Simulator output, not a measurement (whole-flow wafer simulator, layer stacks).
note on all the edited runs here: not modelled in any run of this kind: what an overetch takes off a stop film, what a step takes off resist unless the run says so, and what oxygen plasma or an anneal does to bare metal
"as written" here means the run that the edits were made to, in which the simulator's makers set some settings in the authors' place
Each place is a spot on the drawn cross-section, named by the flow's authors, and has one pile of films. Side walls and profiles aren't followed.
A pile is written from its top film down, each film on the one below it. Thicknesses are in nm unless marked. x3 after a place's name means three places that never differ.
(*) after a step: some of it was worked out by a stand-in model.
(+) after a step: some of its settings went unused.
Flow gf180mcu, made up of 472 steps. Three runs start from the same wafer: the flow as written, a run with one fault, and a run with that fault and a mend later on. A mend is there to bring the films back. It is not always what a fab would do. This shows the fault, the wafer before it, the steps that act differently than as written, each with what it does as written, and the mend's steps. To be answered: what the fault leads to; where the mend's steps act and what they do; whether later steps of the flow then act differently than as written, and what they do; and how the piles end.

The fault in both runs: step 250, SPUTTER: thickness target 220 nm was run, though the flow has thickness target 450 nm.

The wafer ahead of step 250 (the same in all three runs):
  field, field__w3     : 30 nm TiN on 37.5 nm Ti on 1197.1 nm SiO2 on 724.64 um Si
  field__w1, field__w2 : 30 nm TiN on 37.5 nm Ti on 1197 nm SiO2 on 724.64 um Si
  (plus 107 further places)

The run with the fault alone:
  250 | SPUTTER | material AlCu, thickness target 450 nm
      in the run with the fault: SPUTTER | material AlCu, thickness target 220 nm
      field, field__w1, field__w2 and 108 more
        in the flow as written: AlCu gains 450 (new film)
        in the run with the fault: AlCu gains 220 (new film)
  Steps later in the flow that act otherwise than as written:
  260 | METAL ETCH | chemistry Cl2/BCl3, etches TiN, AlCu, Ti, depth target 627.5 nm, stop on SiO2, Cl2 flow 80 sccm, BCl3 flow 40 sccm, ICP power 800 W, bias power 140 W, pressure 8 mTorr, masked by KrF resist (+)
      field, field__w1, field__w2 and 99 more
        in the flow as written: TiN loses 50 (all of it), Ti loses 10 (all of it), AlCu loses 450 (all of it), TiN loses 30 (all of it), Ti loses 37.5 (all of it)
        in the run with the fault: TiN loses 50 (all of it), Ti loses 10 (all of it), AlCu loses 220 (all of it), TiN loses 30 (all of it), Ti loses 37.5 (all of it)
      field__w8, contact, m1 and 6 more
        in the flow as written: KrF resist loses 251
        in the run with the fault: KrF resist loses 208.5
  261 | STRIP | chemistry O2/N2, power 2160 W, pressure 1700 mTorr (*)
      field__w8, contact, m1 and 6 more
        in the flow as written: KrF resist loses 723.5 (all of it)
        in the run with the fault: KrF resist loses 766 (all of it)
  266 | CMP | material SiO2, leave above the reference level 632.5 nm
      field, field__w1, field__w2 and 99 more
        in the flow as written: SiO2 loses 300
        in the run with the fault: SiO2 loses 530
  At field, field__w1, field__w2 and 109 more, the piles at the end differ from the flow's by more than 2% or 0.5 nm, whichever is larger.
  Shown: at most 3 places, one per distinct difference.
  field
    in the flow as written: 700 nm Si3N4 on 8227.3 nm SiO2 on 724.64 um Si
    in the run with the fault: 700 nm Si3N4 on 7997.3 nm SiO2 on 724.64 um Si
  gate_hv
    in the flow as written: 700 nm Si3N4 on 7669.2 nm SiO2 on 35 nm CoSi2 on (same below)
    in the run with the fault: 700 nm Si3N4 on 7439.2 nm SiO2 on 35 nm CoSi2 on (same below)
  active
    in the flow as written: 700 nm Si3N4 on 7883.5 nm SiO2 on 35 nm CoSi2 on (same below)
    in the run with the fault: 700 nm Si3N4 on 7653.5 nm SiO2 on 35 nm CoSi2 on (same below)

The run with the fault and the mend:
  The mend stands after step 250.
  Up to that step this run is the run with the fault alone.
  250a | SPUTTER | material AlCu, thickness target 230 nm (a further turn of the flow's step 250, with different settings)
      field, field__w1, field__w2 and 108 more
        AlCu gains 230
  Later steps of the flow that are run all act as written at every place that is followed.
  By the end, the piles equal the flow's at every place that both follow.
